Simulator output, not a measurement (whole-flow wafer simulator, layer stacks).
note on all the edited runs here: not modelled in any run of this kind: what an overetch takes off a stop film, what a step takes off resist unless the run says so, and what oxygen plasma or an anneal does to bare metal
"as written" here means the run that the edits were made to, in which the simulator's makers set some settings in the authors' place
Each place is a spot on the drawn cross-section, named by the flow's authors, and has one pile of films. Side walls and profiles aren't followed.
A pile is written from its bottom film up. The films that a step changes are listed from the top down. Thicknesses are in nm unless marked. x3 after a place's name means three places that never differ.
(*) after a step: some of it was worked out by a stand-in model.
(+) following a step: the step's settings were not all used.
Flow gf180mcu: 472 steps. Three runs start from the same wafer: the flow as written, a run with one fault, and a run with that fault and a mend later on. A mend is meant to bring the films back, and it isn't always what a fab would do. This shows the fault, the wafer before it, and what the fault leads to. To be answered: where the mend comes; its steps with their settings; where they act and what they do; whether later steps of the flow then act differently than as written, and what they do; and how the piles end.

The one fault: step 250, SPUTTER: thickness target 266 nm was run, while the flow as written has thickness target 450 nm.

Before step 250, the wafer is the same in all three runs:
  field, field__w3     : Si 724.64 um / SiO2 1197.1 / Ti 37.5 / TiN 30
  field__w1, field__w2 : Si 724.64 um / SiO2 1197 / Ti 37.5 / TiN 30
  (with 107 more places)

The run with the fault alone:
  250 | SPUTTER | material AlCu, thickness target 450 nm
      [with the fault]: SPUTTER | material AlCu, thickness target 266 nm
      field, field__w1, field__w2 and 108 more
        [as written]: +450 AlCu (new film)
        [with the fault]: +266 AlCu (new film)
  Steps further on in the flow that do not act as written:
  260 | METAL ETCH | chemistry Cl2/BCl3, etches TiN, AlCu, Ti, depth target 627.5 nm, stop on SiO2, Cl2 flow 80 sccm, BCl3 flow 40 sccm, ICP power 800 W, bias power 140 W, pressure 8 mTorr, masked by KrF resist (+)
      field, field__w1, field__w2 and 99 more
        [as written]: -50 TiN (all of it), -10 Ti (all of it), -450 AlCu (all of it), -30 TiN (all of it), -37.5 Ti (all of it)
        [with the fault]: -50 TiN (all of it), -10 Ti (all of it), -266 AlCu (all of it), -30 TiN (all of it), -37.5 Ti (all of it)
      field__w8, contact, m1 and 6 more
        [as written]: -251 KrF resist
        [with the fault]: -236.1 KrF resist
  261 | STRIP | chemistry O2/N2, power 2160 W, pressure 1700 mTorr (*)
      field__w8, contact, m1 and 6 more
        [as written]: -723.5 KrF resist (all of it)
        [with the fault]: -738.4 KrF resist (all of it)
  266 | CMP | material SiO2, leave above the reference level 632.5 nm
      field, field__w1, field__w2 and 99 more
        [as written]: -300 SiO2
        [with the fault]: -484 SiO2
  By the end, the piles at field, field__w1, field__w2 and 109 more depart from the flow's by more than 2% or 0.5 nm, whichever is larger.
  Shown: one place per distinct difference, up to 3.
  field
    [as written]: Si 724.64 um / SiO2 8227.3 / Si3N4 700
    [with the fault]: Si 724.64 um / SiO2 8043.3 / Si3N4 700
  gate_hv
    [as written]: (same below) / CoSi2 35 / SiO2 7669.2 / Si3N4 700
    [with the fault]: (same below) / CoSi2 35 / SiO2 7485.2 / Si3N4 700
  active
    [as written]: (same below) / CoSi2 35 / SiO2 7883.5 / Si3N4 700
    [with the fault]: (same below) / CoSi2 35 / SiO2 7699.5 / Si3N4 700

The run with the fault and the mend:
  After step 250 comes the mend.
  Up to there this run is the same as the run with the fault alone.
  250a | SPUTTER | material AlCu, thickness target 184 nm (the flow's step 250 again, with other settings)
      field, field__w1, field__w2 and 108 more
        +184 AlCu
  Every later step of the flow that is run acts as written at every place that is followed.
  At every place that both follow, the piles at the end match the flow's.
